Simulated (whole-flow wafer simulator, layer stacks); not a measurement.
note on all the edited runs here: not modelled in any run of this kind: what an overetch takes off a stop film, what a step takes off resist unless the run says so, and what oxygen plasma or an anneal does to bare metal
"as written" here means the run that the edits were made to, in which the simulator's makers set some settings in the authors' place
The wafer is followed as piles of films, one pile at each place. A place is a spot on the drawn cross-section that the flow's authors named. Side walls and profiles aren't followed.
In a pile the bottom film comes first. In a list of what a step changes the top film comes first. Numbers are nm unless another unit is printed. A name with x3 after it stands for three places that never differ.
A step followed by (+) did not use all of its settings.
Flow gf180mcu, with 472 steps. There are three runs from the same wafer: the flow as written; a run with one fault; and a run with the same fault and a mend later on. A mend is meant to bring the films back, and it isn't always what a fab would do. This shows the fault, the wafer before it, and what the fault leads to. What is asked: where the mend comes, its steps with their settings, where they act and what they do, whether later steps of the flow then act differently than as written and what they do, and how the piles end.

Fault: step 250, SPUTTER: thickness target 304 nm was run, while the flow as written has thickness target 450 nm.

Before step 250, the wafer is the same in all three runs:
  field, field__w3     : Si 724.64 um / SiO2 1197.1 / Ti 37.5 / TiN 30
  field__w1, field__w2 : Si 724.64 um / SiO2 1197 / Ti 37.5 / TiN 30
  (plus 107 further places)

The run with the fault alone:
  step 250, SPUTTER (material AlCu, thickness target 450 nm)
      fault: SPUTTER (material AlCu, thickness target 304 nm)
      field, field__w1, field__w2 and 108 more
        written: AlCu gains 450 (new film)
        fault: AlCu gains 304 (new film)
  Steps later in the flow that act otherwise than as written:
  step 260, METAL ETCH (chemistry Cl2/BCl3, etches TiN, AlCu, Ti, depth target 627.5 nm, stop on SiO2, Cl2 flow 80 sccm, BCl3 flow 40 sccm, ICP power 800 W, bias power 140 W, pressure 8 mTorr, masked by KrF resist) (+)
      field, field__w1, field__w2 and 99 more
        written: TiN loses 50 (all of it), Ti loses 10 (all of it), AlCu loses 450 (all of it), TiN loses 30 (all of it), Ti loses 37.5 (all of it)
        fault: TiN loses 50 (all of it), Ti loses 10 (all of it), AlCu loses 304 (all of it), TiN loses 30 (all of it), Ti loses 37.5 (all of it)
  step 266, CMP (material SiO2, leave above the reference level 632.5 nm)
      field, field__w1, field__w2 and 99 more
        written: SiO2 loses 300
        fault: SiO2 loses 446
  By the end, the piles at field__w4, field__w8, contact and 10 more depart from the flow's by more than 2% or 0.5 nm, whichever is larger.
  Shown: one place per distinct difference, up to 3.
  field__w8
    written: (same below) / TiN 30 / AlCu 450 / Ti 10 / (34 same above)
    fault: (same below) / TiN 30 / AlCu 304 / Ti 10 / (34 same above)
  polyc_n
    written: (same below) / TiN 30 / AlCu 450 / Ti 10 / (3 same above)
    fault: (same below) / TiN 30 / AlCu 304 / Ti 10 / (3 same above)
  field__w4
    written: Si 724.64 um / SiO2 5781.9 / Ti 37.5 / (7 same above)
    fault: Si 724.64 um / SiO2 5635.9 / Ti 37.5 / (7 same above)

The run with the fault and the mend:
  The mend follows step 250.
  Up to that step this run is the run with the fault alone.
  step 250a, SPUTTER (material AlCu, thickness target 146 nm) (the flow's step 250 again, with other settings)
      field, field__w1, field__w2 and 108 more
        AlCu gains 146
  Every later step of the flow that is run acts as written at every place that is followed.
  The piles end the same as the flow's at every place that both follow.
